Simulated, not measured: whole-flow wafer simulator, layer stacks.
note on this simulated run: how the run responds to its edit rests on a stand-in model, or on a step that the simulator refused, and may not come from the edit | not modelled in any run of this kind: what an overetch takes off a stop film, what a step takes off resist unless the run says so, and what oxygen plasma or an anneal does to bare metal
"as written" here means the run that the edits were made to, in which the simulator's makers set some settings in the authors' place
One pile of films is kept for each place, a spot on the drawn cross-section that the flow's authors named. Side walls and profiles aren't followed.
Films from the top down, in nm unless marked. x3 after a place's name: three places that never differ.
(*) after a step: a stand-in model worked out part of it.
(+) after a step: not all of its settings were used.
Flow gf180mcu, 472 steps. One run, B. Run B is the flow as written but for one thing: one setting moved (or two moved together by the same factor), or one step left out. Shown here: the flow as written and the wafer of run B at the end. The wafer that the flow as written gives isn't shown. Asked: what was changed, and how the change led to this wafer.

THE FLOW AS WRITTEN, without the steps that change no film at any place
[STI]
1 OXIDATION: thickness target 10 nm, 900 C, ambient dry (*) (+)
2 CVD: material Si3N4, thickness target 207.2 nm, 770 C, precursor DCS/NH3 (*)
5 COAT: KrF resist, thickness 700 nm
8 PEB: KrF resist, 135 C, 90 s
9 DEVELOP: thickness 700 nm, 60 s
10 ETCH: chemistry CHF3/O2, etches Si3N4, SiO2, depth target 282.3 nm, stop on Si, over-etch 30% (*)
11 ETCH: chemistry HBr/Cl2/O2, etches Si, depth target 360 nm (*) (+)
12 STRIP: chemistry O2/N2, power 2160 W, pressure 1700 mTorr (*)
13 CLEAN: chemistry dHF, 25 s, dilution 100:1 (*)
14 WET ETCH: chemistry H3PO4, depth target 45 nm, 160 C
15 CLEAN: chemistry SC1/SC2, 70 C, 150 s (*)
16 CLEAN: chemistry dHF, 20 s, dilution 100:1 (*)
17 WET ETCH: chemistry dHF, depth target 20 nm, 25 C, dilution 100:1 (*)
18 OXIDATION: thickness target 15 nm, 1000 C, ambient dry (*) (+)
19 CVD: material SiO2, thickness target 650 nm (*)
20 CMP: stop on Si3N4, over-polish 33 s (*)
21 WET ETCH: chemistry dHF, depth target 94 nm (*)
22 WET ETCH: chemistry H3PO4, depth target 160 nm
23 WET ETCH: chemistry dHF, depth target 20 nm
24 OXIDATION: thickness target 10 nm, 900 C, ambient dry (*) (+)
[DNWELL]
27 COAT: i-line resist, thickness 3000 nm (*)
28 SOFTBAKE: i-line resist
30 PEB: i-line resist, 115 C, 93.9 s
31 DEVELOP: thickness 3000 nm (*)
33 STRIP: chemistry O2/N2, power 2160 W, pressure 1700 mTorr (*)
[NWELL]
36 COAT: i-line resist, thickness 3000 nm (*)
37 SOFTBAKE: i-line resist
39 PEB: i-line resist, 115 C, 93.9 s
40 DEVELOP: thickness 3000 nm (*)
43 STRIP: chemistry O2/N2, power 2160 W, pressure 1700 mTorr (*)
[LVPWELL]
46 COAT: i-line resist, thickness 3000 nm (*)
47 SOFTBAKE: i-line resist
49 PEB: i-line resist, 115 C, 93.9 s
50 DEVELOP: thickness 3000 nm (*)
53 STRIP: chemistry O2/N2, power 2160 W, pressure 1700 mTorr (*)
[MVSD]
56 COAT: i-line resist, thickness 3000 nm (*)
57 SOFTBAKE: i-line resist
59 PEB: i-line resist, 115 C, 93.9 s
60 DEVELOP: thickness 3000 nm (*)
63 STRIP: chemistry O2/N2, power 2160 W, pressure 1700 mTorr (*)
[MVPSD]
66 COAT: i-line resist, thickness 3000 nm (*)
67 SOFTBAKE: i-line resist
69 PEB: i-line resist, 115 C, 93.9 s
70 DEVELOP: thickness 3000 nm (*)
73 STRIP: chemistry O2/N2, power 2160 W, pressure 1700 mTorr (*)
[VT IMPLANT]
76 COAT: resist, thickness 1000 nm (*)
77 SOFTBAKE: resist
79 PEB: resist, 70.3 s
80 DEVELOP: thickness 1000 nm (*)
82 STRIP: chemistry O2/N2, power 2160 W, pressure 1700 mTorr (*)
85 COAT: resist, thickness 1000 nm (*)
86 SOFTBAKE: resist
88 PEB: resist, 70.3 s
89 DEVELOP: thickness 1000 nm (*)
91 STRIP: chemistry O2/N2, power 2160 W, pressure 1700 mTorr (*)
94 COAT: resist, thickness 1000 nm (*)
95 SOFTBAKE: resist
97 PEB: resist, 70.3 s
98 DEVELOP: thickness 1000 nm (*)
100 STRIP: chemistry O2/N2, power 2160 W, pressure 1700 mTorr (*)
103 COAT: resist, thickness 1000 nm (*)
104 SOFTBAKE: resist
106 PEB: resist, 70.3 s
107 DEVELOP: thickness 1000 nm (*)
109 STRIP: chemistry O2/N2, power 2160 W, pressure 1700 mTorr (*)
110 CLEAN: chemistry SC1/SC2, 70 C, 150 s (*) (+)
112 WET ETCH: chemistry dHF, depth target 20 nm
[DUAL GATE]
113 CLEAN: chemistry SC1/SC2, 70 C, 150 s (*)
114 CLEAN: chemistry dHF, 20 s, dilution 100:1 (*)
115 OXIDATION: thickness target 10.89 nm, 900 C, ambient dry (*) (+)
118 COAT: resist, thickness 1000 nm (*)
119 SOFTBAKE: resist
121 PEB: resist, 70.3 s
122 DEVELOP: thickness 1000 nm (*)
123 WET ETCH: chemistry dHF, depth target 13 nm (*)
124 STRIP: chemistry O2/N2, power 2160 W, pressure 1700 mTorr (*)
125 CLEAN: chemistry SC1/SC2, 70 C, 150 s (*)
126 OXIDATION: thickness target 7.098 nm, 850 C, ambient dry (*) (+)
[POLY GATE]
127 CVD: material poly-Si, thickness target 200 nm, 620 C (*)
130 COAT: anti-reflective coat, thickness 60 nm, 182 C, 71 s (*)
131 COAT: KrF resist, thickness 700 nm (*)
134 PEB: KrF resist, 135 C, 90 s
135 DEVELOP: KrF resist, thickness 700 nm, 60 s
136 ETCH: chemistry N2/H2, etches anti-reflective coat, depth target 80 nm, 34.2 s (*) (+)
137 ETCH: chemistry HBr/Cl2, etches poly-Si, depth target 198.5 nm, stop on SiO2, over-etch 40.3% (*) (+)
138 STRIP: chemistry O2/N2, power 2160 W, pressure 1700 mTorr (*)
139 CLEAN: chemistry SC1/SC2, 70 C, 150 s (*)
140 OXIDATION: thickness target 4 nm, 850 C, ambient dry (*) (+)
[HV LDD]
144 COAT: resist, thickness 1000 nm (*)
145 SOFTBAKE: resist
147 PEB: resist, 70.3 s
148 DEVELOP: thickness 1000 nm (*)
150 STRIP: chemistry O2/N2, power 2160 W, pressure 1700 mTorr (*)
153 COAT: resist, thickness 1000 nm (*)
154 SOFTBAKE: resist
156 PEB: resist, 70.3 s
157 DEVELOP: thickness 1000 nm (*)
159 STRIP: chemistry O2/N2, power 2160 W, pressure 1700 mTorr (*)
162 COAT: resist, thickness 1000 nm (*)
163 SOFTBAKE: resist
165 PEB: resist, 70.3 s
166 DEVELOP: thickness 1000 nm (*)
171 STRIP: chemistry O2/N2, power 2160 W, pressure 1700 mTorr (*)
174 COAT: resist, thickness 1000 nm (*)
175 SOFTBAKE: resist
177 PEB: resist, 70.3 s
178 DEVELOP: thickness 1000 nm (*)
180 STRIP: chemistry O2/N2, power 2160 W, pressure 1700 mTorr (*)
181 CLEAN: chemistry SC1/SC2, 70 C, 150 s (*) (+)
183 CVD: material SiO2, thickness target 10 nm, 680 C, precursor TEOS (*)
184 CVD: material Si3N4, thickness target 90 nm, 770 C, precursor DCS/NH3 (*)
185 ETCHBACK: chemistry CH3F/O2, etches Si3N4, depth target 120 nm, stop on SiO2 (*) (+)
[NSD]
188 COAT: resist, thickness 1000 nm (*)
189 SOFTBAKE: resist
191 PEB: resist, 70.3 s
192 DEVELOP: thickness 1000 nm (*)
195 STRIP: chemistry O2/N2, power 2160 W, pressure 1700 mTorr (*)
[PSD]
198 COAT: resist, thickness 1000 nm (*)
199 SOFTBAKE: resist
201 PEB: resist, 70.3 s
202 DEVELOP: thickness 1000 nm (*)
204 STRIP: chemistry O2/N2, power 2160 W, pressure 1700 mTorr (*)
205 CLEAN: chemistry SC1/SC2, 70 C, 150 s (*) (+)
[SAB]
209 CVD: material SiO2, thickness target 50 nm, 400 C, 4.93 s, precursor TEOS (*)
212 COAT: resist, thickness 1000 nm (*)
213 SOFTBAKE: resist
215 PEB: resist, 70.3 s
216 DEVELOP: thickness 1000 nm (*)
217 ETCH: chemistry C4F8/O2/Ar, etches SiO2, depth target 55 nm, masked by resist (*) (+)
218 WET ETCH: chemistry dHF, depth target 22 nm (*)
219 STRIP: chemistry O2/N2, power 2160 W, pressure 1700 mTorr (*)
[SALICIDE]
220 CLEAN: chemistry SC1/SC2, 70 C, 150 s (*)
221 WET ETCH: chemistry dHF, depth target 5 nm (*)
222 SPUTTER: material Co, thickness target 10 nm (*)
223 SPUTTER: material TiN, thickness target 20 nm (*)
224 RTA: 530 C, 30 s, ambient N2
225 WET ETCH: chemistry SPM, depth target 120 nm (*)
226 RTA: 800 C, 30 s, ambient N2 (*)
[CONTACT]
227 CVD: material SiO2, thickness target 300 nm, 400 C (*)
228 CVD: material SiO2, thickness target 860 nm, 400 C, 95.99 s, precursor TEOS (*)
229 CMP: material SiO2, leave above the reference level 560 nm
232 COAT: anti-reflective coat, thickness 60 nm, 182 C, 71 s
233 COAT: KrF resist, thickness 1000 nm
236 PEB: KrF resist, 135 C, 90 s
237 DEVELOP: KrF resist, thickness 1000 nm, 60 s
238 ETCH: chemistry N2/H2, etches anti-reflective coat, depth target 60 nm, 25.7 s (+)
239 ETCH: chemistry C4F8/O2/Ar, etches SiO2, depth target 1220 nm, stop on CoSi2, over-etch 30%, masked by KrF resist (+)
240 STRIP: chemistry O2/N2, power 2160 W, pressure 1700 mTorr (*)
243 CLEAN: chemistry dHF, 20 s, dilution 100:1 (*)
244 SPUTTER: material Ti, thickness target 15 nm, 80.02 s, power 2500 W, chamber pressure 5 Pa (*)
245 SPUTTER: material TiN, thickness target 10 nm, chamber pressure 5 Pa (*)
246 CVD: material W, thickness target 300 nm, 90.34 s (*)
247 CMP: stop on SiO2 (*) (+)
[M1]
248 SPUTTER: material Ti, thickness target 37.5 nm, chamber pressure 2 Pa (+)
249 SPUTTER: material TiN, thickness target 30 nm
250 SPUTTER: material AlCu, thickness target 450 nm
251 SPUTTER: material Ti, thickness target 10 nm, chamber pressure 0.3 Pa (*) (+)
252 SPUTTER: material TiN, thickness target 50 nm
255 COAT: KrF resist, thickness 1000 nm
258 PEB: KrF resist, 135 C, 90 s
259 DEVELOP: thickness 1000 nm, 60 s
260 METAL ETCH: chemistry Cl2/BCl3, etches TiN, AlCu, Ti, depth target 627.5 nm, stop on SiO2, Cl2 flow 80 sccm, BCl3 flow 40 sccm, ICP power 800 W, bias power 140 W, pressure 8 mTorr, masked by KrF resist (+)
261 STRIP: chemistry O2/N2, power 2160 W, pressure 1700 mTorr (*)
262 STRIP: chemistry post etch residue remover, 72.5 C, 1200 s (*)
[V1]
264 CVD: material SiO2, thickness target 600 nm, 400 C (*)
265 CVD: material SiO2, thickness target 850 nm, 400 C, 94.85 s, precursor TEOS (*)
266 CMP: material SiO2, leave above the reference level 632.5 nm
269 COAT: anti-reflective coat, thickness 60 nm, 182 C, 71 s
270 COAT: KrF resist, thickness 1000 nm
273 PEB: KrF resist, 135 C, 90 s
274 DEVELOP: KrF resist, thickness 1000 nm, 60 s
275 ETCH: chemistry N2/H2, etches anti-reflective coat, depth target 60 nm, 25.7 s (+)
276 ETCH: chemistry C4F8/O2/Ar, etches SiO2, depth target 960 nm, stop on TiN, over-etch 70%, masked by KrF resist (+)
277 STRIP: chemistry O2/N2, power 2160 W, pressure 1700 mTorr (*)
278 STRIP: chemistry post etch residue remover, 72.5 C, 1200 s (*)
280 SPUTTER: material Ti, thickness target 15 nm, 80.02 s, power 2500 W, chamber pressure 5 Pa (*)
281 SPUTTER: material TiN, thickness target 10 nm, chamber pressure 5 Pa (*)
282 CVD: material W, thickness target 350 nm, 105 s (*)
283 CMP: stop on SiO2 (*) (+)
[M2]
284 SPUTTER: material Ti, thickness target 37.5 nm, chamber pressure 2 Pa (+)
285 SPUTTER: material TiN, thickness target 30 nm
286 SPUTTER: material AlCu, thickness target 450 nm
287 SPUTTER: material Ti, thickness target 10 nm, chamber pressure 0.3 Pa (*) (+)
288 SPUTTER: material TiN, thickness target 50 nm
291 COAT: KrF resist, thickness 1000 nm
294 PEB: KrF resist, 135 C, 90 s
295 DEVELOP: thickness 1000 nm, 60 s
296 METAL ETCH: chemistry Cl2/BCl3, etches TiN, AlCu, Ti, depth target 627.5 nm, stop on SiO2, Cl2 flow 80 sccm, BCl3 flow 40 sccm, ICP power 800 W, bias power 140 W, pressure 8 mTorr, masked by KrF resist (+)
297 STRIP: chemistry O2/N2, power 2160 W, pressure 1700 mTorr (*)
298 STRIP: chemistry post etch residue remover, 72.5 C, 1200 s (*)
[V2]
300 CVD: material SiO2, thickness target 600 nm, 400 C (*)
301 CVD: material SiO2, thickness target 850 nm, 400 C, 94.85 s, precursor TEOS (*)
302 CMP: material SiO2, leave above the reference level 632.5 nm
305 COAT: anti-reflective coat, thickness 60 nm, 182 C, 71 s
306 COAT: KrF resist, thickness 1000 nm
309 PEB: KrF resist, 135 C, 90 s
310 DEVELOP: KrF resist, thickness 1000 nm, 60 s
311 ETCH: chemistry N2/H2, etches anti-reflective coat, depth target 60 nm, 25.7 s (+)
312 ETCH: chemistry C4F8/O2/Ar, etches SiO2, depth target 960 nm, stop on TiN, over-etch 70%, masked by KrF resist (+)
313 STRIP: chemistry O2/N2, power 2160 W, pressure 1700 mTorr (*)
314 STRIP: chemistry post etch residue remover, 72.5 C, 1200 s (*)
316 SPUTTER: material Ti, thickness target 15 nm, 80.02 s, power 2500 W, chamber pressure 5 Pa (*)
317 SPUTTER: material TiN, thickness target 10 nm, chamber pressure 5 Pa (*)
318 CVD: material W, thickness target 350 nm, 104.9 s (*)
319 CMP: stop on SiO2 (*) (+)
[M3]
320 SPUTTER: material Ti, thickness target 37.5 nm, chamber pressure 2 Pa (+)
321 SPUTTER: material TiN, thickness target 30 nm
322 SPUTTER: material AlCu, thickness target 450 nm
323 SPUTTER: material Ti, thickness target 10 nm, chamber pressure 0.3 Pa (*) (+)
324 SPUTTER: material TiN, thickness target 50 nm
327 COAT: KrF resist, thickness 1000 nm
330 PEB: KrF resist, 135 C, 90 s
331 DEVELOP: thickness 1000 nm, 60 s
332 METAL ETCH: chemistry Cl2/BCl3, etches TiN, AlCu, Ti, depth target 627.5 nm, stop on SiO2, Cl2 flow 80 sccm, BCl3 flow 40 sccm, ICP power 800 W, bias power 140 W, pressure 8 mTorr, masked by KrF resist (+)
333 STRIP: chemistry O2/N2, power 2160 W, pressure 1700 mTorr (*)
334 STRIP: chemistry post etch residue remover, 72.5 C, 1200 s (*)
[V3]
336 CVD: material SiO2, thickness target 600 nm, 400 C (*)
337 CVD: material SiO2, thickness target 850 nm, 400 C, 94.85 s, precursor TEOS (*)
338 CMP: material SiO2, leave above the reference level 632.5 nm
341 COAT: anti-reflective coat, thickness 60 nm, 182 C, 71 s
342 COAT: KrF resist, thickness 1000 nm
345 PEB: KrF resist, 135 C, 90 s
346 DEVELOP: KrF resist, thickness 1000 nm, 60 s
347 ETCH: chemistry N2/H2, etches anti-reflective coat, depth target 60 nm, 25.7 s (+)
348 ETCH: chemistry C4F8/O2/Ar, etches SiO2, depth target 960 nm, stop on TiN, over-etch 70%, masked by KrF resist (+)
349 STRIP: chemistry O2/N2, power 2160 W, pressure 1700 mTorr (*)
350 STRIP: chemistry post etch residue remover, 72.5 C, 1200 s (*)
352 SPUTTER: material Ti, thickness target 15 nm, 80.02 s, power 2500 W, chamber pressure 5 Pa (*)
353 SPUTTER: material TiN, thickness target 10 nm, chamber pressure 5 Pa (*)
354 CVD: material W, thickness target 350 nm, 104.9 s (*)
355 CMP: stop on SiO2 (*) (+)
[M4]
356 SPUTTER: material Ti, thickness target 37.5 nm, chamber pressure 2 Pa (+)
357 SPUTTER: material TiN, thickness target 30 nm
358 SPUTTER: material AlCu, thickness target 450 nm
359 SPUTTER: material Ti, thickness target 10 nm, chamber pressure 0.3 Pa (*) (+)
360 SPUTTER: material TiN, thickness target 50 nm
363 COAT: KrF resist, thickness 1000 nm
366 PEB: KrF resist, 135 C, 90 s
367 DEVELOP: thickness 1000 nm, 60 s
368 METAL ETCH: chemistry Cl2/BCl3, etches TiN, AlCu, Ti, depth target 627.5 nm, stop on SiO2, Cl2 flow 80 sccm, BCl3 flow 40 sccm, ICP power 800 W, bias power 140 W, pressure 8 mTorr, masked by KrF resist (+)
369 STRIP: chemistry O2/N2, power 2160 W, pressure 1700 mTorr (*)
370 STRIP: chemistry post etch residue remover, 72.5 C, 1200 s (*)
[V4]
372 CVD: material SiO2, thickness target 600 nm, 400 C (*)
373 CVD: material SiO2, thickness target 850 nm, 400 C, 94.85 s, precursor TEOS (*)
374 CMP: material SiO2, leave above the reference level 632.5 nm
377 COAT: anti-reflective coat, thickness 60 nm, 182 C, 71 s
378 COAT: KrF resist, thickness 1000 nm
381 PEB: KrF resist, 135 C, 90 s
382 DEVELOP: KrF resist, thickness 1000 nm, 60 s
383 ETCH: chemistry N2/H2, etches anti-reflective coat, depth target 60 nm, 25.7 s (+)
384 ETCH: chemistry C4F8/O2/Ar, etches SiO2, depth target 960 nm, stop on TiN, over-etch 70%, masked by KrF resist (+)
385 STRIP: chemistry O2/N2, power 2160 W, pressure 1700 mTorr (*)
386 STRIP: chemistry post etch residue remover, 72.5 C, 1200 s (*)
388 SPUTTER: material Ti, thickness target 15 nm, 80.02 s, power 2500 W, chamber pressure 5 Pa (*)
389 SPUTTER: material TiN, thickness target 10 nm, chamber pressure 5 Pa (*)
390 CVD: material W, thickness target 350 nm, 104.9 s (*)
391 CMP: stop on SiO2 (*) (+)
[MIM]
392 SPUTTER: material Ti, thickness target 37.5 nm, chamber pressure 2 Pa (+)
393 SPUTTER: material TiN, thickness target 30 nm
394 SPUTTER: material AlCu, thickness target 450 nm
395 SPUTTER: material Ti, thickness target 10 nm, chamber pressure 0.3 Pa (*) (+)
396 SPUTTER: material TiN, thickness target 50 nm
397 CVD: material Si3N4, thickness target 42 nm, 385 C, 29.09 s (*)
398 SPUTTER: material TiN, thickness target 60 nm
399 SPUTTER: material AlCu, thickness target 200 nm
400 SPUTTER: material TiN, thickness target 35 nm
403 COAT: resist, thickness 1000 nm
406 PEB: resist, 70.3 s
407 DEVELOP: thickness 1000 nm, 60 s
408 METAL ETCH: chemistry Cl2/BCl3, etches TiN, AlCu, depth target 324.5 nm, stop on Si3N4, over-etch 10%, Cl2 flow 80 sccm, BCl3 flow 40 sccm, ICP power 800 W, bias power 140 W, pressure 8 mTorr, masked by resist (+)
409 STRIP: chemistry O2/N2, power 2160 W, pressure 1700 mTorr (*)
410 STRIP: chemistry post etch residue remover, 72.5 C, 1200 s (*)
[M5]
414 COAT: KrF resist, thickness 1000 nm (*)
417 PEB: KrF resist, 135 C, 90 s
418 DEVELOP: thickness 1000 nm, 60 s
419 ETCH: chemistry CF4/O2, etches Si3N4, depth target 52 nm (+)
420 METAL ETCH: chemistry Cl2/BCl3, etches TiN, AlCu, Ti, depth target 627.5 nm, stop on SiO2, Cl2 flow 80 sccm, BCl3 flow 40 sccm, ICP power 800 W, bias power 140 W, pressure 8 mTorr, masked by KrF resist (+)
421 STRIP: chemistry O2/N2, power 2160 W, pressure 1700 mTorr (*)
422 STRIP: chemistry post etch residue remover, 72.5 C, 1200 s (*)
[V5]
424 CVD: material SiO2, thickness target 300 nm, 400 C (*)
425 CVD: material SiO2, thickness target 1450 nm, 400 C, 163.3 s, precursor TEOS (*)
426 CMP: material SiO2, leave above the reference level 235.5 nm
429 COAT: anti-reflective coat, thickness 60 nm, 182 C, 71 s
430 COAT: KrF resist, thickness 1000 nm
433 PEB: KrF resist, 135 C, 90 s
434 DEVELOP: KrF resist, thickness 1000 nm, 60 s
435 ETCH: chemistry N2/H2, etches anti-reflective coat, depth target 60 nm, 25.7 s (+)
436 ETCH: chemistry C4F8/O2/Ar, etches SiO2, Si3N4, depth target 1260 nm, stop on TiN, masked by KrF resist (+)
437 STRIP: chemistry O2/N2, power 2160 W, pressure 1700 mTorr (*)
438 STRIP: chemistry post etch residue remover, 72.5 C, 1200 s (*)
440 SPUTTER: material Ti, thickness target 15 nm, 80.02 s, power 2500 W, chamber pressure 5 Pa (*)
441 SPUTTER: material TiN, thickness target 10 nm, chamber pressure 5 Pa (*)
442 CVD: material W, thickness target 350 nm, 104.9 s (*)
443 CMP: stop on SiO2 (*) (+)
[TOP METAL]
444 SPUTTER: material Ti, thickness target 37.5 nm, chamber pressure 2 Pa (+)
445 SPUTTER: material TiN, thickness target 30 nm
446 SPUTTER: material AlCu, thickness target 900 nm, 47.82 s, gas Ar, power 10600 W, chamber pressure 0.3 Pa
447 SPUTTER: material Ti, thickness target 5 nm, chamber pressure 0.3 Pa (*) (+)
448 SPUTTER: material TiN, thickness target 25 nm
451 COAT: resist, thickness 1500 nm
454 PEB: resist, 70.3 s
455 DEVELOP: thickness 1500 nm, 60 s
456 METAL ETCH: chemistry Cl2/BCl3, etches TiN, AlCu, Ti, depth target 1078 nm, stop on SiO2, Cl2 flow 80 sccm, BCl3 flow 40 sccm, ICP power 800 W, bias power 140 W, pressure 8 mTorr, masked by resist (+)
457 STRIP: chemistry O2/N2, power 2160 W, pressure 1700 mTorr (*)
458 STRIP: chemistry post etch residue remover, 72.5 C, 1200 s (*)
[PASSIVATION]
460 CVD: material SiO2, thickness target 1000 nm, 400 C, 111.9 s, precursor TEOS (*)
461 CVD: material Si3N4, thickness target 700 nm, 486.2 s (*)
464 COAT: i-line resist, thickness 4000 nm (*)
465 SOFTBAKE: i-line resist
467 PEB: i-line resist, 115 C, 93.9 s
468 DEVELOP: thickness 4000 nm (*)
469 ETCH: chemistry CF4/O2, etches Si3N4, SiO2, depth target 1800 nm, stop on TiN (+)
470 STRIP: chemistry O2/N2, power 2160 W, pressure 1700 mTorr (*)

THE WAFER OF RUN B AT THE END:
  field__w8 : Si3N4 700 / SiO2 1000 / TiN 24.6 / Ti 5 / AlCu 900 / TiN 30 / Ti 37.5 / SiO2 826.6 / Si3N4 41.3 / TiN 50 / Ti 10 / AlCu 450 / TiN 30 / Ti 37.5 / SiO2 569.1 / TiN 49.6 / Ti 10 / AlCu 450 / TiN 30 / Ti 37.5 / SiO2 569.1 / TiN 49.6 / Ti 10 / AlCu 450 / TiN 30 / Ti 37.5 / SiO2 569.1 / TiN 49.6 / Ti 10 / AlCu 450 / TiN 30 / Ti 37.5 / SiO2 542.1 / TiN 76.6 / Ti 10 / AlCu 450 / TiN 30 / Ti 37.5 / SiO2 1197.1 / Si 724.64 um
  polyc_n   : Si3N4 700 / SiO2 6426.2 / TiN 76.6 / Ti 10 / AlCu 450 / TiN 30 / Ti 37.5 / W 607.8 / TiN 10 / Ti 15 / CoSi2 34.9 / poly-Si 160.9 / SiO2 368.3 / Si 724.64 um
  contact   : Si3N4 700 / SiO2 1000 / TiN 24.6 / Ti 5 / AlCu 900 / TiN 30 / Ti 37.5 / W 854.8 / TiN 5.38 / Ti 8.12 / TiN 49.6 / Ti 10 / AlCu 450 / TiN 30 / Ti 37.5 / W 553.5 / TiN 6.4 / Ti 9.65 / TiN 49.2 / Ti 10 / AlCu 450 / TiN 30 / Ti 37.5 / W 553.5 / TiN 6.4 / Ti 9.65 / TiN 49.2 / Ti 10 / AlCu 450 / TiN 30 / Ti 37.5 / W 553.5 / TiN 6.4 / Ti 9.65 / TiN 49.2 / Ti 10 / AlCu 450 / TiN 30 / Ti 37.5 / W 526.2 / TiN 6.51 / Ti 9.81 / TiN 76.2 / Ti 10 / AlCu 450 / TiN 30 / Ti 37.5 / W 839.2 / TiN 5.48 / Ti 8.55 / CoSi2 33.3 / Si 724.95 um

The cause: step 252, SPUTTER: thickness target 77 nm was run, where the flow has thickness target 50 nm.

How the change led to this, step by step:
  252 SPUTTER: material TiN, thickness target 50 nm
      field, field__w1, field__w2 and 108 more: TiN +77 (new film) (as written it would be: TiN +50 (new film))
  260 METAL ETCH: chemistry Cl2/BCl3, etches TiN, AlCu, Ti, depth target 627.5 nm, stop on SiO2, Cl2 flow 80 sccm, BCl3 flow 40 sccm, ICP power 800 W, bias power 140 W, pressure 8 mTorr, masked by KrF resist (+)
      field, field__w1, field__w2 and 99 more: TiN -77 (all of it), Ti -10 (all of it), AlCu -450 (all of it), TiN -30 (all of it), Ti -37.5 (all of it) (as written it would be: TiN -50 (all of it), Ti -10 (all of it), AlCu -450 (all of it), TiN -30 (all of it), Ti -37.5 (all of it))
  266 CMP: material SiO2, leave above the reference level 632.5 nm
      field__w8, contact, m1 and 6 more: SiO2 -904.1 (as written it would be: SiO2 -877.1)
  276 ETCH: chemistry C4F8/O2/Ar, etches SiO2, depth target 960 nm, stop on TiN, over-etch 70%, masked by KrF resist (+)
      field, field__w1, field__w2 and 107 more: KrF resist -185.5 (as written it would be: KrF resist -192)
      contact: SiO2 -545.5 (all of it) (as written it would be: SiO2 -572.5 (all of it))
  282 CVD: material W, thickness target 350 nm, 105 s (*)
      contact: W +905 (new film) (as written it would be: W +932.3 (new film))
